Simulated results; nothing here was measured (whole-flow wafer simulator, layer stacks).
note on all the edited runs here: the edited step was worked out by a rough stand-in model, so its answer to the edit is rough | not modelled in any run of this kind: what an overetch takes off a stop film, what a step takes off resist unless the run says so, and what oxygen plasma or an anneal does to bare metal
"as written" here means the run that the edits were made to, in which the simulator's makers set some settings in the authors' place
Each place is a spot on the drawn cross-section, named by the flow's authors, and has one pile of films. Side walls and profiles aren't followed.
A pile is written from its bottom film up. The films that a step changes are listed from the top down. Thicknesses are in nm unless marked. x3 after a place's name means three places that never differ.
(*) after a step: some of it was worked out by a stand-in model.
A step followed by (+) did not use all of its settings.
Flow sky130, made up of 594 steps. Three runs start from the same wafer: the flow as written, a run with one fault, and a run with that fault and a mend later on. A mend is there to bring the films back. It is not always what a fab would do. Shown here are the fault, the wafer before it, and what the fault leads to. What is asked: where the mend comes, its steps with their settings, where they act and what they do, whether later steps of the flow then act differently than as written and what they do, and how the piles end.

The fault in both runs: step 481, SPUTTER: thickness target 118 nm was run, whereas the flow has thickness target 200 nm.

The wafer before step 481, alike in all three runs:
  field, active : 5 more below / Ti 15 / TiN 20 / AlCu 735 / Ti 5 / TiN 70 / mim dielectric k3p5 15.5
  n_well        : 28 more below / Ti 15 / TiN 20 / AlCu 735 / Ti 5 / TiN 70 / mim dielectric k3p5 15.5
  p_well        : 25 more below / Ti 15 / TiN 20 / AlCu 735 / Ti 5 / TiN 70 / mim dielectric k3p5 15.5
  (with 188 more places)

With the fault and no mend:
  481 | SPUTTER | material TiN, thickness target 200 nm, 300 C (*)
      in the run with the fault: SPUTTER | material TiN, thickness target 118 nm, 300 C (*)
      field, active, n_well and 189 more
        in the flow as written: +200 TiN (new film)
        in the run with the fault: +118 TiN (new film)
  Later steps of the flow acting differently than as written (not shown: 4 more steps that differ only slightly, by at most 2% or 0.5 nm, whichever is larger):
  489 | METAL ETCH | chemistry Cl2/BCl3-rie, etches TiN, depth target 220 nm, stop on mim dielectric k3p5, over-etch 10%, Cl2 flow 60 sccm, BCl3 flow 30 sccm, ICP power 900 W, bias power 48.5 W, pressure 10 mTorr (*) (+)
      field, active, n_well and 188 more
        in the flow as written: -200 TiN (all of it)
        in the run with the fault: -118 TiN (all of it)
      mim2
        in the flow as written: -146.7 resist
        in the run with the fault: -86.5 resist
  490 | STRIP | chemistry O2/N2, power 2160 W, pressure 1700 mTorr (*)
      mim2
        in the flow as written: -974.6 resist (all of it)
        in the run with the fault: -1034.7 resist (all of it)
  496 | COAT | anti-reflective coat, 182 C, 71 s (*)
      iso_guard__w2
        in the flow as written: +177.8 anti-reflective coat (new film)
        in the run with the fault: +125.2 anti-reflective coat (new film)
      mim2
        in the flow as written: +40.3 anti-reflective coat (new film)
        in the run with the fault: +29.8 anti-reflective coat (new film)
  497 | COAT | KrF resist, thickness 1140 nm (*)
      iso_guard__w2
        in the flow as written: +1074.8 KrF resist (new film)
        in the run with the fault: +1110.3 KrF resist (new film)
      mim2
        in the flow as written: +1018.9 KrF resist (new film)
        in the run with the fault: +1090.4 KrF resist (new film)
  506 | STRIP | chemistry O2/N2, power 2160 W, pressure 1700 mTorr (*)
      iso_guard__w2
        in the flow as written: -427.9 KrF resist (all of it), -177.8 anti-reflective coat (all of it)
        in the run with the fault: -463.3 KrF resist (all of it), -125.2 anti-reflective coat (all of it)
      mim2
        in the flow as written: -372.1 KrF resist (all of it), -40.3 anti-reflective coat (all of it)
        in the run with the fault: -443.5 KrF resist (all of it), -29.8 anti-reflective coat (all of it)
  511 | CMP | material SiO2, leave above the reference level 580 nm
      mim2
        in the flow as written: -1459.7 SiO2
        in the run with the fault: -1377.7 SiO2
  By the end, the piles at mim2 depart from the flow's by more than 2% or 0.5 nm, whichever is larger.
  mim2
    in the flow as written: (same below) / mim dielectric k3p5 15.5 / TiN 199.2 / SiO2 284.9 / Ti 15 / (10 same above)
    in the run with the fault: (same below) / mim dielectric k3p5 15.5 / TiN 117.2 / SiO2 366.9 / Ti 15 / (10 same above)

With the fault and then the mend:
  After step 481 comes the mend.
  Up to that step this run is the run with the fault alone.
  481a | SPUTTER | material TiN, thickness target 82 nm, 300 C (*) (a further turn of the flow's step 481, with different settings)
      field, active, n_well and 189 more
        +82 TiN
  Every later step of the flow that is run acts as written at every place that is followed.
  The piles end the same as the flow's at every place that both follow.
